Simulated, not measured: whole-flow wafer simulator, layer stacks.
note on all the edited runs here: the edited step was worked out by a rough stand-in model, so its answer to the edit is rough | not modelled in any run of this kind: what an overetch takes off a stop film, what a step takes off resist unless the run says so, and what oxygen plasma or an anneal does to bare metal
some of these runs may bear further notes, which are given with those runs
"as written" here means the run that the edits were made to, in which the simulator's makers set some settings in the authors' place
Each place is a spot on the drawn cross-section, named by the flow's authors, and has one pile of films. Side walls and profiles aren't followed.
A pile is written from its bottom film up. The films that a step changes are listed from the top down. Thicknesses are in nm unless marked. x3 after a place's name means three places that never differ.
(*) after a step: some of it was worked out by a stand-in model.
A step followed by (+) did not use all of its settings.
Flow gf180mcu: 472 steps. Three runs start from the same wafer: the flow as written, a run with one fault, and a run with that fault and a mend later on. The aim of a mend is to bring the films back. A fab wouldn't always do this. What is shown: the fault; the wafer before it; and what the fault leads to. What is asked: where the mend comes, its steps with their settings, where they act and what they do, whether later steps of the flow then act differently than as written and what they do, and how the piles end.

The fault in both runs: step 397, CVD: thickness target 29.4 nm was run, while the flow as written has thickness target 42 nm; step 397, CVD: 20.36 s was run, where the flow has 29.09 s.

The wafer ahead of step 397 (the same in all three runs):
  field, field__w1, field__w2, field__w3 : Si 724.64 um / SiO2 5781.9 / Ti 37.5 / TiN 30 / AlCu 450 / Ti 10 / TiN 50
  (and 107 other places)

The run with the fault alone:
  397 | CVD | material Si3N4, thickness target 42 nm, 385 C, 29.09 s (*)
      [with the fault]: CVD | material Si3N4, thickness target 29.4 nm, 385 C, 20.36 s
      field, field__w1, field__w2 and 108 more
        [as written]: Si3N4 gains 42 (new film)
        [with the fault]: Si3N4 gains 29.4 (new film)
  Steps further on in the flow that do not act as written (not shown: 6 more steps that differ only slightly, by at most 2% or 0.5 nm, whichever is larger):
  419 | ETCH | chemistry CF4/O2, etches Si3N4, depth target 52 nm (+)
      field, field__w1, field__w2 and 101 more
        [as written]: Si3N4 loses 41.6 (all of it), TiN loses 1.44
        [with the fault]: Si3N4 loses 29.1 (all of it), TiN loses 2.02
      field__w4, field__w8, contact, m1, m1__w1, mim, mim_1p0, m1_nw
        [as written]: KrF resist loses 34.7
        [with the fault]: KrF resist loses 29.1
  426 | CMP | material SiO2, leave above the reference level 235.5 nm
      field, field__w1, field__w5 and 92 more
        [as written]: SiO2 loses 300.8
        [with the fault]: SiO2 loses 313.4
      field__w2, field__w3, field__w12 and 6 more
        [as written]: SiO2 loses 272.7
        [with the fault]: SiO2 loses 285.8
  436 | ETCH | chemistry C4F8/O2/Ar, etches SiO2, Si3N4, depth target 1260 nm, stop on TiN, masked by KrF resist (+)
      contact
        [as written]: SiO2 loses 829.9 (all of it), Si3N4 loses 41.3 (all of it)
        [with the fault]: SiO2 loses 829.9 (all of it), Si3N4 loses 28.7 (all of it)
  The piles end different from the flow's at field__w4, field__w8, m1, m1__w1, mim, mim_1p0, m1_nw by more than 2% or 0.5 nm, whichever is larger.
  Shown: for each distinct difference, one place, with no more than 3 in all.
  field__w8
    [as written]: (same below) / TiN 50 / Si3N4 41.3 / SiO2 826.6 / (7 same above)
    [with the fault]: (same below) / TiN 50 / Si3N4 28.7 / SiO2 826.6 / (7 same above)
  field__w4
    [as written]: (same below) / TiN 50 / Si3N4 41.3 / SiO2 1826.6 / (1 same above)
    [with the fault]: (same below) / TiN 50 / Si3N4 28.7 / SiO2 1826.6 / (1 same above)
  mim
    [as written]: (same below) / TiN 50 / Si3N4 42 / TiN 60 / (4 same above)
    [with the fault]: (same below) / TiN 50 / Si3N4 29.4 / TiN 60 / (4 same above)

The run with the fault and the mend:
  The mend follows step 397.
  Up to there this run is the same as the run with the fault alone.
  397a | CVD | material Si3N4, thickness target 12.6 nm, 385 C, 8.726 s (a further turn of the flow's step 397, with different settings)
      field, field__w1, field__w2 and 108 more
        Si3N4 gains 12.6
  Later steps of the flow that are run all act as written at every place that is followed, up to a difference of at most 2% or 0.5 nm, whichever is larger.
  When the end is reached, the piles differ only a little from the flow's at the places that both follow, at most by 2% or 0.5 nm, whichever is larger.
